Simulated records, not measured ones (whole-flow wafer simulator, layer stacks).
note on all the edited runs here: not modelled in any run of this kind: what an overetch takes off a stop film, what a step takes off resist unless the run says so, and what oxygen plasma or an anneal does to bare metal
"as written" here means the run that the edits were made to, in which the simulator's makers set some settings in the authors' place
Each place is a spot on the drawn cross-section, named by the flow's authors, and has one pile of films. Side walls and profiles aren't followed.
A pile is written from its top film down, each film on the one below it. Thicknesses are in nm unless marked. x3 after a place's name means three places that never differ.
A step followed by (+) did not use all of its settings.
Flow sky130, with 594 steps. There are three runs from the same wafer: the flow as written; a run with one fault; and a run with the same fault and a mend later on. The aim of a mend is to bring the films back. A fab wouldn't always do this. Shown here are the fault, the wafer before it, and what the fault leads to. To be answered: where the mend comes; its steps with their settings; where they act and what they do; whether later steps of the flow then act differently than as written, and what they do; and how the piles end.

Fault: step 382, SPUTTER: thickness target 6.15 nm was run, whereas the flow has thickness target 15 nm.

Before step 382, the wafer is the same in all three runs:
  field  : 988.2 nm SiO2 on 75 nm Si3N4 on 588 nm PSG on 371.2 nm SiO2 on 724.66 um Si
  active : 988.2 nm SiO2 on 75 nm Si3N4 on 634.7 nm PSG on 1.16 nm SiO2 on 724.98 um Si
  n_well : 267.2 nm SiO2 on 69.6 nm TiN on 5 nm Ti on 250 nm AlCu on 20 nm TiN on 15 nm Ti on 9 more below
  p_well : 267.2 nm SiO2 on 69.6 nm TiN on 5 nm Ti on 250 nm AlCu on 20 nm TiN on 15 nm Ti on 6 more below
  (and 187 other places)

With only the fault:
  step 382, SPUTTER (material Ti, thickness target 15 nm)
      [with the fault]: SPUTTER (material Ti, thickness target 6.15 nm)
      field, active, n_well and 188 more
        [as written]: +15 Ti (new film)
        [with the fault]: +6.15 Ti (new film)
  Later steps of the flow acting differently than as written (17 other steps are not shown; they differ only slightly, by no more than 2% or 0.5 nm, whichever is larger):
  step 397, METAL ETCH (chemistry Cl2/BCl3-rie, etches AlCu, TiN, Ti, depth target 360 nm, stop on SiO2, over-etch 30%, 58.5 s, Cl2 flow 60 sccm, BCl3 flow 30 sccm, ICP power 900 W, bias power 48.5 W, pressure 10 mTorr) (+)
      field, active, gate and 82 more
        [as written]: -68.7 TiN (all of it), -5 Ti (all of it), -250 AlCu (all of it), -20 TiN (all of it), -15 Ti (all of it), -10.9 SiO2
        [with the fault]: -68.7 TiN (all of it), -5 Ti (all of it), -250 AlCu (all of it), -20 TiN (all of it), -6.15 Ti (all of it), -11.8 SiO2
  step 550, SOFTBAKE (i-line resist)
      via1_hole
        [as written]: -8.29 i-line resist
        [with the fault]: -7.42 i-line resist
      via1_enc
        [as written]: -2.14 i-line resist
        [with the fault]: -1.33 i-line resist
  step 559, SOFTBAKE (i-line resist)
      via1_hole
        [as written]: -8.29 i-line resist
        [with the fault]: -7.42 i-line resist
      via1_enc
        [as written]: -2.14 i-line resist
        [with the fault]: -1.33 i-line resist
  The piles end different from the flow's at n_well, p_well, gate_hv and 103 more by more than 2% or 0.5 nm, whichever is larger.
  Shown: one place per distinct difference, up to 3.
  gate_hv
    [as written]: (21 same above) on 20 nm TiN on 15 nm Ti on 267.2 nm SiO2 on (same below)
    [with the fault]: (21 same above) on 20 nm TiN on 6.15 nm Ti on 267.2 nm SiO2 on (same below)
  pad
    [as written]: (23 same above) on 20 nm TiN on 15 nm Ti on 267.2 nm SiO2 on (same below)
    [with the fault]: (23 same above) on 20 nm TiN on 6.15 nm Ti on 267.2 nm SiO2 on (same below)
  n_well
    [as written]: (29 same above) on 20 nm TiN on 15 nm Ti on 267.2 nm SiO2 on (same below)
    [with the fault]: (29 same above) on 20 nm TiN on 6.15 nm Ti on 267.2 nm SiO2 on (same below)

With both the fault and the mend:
  The mend stands after step 382.
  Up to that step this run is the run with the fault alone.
  step 382a, SPUTTER (material Ti, thickness target 8.85 nm) (the flow's step 382, run once more with other settings)
      field, active, n_well and 188 more
        +8.85 Ti
  Later steps of the flow that are run all act as written at every place that is followed.
  By the end, the piles equal the flow's at every place that both follow.
